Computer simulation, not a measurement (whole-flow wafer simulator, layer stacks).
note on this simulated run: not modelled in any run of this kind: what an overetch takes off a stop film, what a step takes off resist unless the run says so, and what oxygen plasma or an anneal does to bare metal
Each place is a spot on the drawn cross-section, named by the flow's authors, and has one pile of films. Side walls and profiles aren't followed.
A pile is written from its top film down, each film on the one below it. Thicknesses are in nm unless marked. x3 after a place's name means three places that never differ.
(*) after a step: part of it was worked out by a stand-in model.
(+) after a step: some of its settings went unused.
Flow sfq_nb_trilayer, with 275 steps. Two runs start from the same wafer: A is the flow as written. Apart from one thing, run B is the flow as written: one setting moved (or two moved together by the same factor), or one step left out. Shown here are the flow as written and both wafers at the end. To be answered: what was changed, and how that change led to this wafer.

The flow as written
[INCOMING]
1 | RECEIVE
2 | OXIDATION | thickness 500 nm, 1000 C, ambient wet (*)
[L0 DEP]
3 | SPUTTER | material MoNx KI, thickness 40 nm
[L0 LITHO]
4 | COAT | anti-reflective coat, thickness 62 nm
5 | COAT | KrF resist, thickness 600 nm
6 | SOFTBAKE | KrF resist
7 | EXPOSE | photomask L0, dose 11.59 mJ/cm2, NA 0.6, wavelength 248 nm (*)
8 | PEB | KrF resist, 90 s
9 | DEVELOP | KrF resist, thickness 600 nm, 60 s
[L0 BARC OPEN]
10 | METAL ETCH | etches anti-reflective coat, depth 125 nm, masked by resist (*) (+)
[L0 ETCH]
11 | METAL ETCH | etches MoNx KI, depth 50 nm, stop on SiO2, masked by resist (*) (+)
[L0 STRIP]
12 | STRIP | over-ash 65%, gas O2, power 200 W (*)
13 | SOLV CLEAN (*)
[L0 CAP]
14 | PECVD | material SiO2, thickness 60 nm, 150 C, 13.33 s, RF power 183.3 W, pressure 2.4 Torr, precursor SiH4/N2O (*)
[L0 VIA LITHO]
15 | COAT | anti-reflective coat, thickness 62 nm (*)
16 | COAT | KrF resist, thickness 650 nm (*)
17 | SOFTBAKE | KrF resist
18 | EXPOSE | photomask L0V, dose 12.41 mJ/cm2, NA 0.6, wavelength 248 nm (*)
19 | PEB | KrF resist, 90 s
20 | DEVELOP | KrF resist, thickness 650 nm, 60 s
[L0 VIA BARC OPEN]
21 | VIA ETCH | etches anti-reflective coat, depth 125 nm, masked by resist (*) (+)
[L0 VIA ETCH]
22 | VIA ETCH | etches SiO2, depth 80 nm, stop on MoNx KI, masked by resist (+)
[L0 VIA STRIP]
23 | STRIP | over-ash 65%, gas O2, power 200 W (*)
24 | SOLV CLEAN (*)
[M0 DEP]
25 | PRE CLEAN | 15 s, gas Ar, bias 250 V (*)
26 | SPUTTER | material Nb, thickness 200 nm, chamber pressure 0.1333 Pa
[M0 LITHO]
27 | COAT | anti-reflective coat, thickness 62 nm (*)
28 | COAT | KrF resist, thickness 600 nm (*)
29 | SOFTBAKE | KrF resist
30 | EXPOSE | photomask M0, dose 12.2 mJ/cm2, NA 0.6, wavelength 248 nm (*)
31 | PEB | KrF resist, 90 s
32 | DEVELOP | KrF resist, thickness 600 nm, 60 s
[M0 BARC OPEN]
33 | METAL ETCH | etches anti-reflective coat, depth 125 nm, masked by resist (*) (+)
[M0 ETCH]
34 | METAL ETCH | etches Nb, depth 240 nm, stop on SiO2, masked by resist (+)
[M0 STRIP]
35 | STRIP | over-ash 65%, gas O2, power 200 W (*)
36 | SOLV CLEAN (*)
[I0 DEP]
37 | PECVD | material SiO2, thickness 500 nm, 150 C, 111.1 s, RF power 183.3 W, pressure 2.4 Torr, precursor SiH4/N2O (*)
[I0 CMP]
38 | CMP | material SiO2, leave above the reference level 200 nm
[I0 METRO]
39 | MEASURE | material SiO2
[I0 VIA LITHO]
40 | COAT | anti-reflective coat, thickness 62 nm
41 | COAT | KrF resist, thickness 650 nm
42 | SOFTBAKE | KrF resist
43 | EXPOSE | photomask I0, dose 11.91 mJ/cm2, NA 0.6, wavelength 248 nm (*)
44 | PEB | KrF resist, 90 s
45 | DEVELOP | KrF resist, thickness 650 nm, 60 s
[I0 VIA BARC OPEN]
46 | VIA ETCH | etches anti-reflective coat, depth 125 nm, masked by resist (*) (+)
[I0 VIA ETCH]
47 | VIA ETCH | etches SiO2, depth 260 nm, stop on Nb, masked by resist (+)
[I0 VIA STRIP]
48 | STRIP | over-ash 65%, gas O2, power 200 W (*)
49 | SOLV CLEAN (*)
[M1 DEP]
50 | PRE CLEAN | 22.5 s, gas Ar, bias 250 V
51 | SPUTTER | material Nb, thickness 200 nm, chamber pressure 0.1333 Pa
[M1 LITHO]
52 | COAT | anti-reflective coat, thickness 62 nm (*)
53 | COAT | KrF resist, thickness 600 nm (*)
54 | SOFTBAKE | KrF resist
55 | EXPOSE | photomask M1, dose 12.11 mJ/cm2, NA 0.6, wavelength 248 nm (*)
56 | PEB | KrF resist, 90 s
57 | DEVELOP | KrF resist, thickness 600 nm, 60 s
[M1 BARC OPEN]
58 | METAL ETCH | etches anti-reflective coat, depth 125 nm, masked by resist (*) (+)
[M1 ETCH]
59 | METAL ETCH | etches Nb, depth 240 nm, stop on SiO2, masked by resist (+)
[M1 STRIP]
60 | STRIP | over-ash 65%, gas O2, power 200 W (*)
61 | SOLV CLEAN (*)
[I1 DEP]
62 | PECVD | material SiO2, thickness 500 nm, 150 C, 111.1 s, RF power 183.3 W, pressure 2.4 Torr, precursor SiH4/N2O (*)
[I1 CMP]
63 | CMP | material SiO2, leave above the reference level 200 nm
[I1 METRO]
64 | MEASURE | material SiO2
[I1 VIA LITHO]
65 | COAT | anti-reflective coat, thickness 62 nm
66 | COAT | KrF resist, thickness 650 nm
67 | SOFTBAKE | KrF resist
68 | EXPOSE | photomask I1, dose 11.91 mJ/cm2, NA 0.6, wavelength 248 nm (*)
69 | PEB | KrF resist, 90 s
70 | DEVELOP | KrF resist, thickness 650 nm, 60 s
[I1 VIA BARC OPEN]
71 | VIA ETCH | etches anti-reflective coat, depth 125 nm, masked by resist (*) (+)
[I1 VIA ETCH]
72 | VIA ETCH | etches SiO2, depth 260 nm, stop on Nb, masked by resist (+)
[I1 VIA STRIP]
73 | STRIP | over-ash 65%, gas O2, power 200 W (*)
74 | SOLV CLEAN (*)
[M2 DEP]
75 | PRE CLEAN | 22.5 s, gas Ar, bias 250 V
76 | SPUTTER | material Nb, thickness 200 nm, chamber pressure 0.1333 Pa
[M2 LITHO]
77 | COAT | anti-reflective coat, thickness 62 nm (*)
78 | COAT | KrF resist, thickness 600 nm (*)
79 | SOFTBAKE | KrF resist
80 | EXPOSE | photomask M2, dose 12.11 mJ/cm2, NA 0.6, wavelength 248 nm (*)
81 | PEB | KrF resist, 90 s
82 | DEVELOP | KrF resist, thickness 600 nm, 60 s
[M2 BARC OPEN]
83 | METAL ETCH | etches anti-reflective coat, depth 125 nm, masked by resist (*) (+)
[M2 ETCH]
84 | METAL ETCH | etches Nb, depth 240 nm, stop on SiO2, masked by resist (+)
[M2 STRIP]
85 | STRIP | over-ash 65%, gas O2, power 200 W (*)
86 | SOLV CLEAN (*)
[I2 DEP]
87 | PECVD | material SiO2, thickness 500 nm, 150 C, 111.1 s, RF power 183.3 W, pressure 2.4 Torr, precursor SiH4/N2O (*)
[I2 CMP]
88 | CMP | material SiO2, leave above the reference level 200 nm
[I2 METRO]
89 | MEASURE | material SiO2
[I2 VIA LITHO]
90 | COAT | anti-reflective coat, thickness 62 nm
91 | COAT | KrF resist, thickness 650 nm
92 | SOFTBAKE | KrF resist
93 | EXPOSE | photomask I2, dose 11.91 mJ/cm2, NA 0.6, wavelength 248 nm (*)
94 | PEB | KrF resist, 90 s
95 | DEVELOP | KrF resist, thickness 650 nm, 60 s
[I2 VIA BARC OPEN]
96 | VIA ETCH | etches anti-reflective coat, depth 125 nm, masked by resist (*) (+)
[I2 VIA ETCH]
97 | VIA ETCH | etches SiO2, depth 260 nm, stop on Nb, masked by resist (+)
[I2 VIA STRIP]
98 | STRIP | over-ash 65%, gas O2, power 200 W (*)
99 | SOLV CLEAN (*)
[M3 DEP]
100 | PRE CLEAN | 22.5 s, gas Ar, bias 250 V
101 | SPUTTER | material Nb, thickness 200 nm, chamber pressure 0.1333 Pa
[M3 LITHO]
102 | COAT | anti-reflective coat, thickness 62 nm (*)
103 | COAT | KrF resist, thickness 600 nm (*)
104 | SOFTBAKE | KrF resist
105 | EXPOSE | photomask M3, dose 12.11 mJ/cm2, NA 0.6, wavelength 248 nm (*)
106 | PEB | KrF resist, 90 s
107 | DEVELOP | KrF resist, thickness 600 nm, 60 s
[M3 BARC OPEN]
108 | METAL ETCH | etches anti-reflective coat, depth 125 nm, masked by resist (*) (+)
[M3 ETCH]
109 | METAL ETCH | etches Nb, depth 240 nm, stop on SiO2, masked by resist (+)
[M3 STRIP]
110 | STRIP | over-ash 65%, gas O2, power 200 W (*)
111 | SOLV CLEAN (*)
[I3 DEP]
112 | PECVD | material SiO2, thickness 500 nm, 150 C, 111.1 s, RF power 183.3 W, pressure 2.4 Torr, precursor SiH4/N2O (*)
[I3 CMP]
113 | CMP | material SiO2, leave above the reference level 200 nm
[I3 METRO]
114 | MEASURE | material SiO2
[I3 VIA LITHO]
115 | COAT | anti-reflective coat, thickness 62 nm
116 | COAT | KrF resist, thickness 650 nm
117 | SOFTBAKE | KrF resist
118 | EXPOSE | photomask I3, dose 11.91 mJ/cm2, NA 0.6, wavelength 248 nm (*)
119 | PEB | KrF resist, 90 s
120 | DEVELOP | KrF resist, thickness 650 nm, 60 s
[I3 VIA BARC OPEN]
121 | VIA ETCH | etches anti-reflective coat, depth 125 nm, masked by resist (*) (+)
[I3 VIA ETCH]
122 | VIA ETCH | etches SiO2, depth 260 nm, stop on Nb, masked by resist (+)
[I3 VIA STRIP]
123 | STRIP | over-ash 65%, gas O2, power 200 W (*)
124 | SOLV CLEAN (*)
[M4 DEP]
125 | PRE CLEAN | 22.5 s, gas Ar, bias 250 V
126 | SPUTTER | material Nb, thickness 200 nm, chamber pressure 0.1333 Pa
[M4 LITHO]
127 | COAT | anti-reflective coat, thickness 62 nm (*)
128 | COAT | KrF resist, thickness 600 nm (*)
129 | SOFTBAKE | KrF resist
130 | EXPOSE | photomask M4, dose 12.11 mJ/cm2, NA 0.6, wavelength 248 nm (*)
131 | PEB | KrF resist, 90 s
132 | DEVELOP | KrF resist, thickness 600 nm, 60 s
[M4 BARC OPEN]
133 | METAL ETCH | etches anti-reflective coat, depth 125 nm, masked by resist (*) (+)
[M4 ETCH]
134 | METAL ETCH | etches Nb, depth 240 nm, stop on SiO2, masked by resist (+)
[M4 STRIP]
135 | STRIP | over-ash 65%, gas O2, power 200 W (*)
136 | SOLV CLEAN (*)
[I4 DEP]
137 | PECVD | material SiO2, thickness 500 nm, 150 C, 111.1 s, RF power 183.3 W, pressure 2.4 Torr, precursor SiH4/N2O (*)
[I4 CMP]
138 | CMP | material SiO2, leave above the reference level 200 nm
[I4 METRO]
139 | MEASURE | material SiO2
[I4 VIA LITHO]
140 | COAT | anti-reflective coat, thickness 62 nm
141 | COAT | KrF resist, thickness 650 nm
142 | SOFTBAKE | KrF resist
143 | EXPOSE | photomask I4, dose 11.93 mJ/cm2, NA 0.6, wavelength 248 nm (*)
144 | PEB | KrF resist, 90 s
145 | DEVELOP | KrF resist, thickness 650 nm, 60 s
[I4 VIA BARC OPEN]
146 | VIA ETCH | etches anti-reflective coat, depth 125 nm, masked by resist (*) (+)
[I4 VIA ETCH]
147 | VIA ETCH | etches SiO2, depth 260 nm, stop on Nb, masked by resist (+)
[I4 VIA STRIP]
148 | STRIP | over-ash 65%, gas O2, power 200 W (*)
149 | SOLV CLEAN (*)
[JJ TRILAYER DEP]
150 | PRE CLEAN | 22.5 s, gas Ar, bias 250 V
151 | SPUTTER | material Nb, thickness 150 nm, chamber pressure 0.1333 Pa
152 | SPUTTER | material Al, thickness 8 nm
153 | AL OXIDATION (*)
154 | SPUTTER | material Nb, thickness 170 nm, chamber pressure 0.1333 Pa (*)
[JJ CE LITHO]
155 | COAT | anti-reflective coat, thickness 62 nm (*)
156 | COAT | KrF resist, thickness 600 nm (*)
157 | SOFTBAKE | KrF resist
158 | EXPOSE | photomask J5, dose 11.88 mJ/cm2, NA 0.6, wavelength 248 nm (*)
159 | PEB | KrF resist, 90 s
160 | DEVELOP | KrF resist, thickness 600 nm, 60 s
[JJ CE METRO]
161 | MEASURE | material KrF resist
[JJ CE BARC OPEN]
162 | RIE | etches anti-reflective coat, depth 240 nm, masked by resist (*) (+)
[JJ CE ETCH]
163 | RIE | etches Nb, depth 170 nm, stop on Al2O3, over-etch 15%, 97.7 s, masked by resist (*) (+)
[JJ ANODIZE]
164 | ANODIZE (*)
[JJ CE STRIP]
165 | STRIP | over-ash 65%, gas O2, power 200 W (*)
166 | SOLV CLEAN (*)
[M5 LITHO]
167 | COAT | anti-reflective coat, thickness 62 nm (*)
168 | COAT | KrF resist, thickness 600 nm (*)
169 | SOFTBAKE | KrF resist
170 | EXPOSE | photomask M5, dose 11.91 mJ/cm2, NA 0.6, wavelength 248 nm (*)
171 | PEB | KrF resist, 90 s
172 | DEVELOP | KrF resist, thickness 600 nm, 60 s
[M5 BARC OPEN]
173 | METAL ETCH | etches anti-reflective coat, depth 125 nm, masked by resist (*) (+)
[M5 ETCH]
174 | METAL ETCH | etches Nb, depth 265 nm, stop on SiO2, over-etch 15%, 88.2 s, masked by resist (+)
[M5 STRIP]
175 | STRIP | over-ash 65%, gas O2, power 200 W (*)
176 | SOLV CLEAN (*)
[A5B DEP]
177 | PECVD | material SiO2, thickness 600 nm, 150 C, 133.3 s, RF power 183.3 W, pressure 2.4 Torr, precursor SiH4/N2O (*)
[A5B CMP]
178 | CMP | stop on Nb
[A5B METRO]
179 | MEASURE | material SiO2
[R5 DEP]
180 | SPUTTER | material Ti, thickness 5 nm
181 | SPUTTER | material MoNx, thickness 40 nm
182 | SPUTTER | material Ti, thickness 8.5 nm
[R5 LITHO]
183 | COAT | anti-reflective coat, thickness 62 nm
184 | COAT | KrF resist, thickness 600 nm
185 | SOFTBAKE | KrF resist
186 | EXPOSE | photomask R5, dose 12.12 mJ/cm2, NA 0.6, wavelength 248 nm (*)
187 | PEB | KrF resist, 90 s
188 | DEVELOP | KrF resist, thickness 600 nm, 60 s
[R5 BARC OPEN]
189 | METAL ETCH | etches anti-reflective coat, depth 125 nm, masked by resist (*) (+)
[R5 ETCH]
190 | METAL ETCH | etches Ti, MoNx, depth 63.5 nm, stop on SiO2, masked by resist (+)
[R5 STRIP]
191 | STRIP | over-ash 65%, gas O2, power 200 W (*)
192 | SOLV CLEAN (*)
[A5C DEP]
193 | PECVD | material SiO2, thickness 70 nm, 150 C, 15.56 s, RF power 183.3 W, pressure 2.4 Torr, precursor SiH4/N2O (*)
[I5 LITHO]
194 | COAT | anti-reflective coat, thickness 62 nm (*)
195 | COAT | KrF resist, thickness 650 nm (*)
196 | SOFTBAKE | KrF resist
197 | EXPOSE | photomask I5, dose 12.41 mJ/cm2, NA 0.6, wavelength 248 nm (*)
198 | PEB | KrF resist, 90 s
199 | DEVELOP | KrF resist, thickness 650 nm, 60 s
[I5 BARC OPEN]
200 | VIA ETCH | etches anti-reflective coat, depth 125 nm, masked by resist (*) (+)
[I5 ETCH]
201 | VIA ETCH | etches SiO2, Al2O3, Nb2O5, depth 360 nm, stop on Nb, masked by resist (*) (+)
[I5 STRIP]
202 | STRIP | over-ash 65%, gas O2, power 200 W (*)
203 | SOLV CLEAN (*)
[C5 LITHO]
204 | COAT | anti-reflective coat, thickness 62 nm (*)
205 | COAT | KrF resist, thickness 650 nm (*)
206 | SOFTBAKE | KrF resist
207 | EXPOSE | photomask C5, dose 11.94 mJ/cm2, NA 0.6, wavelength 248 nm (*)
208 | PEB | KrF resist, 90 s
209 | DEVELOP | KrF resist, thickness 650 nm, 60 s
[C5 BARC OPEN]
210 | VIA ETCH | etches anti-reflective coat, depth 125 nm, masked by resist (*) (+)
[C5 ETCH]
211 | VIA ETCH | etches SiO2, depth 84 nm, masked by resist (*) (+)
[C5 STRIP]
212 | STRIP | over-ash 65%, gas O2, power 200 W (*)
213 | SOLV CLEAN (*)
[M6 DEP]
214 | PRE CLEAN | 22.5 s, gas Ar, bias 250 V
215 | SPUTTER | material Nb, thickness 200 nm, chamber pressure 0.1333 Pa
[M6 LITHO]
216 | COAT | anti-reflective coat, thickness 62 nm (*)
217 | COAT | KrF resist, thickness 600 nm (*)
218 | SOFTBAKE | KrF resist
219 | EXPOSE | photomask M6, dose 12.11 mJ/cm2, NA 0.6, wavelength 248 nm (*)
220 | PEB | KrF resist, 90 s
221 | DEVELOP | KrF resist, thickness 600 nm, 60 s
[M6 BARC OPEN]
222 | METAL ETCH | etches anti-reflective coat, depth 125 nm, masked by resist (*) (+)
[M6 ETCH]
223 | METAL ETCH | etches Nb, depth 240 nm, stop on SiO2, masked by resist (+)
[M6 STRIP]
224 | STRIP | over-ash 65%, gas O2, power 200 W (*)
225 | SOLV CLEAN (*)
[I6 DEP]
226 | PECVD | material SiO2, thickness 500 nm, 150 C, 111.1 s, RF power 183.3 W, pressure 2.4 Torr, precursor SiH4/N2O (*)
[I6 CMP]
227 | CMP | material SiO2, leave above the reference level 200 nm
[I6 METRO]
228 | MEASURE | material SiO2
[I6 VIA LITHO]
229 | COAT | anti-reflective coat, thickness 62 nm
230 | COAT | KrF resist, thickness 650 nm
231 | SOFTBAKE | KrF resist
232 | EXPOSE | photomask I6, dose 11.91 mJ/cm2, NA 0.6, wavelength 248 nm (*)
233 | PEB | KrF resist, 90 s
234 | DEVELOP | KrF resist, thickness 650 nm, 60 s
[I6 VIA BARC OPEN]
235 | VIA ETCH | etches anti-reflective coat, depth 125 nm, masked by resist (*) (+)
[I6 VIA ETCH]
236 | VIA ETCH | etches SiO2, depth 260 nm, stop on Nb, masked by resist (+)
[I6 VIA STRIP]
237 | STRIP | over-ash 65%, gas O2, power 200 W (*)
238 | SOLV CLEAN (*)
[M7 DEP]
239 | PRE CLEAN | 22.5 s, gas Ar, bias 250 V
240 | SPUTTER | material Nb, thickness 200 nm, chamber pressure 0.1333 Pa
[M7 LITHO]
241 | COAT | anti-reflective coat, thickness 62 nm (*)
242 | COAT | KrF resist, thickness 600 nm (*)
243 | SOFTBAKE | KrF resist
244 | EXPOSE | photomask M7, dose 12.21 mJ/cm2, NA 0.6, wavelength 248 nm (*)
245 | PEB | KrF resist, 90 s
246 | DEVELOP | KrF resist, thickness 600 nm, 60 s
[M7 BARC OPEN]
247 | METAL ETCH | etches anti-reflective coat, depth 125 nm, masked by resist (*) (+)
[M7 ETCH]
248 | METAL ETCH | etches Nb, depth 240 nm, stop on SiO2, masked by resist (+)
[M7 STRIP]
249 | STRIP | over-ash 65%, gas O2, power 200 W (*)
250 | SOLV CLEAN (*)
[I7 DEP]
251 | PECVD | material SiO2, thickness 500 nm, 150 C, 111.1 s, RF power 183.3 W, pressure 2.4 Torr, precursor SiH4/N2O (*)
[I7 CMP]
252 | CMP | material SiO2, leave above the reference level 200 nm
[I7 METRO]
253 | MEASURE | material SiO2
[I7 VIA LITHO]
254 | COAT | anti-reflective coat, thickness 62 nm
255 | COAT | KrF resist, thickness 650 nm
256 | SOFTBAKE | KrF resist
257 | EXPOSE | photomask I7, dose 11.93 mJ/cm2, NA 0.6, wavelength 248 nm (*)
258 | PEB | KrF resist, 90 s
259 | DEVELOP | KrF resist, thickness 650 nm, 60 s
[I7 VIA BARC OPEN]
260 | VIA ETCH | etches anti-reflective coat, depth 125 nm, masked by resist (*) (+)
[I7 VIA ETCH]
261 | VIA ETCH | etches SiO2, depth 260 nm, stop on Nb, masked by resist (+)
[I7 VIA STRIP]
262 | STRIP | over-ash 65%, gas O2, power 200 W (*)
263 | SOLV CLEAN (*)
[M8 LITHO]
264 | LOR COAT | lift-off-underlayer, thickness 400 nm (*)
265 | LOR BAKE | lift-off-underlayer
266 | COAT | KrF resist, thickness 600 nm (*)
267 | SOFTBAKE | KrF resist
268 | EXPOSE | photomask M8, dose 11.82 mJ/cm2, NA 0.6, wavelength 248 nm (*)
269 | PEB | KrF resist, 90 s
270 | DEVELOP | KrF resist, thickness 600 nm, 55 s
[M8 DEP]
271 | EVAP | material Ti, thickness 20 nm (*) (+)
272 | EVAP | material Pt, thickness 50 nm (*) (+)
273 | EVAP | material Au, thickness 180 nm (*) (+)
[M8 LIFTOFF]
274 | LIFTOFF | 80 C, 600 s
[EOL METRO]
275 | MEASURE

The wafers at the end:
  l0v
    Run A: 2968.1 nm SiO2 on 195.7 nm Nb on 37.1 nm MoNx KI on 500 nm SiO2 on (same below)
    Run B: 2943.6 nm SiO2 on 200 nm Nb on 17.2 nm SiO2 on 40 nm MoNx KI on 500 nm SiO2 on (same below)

What caused this: step 22, VIA ETCH: depth 37.6 nm was run, whereas the flow has depth 80 nm.

How this came from the change, step by step:
  22 | VIA ETCH | etches SiO2, depth 80 nm, stop on MoNx KI, masked by resist (+)
      l0v: A -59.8 SiO2 (all of it) | B -37.6 SiO2
      field_l, v_sur, via_wl and 102 more: A -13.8 KrF resist | B -6.48 KrF resist
  25 | PRE CLEAN | 15 s, gas Ar, bias 250 V (*)
      l0v: A -2.91 MoNx KI | B -5 SiO2
  26 | SPUTTER | material Nb, thickness 200 nm, chamber pressure 0.1333 Pa
      l0v: A +195.7 Nb (new film) | B +200 Nb (new film)
  27 | COAT | anti-reflective coat, thickness 62 nm (*)
      l0_sur: A +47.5 anti-reflective coat (new film) | B +49.7 anti-reflective coat (new film)
      l0v: A +78 anti-reflective coat (new film) | B +71.5 anti-reflective coat (new film)
  28 | COAT | KrF resist, thickness 600 nm (*)
      l0v: A +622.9 KrF resist (new film) | B +609.9 KrF resist (new film)
  35 | STRIP | over-ash 65%, gas O2, power 200 W (*)
      l0_sur: A -372 KrF resist (all of it), -47.5 anti-reflective coat (all of it) | B -373.4 KrF resist (all of it), -49.7 anti-reflective coat (all of it)
      l0v: A -405.3 KrF resist (all of it), -78 anti-reflective coat (all of it) | B -392.3 KrF resist (all of it), -71.5 anti-reflective coat (all of it)
  38 | CMP | material SiO2, leave above the reference level 200 nm
      l0v: A -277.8 SiO2 | B -302.2 SiO2
Taking metal films that touch as one body, l0v has 2 bodies (between them, from the top down: SiO2 17.2); the flow as written gives 1 body.
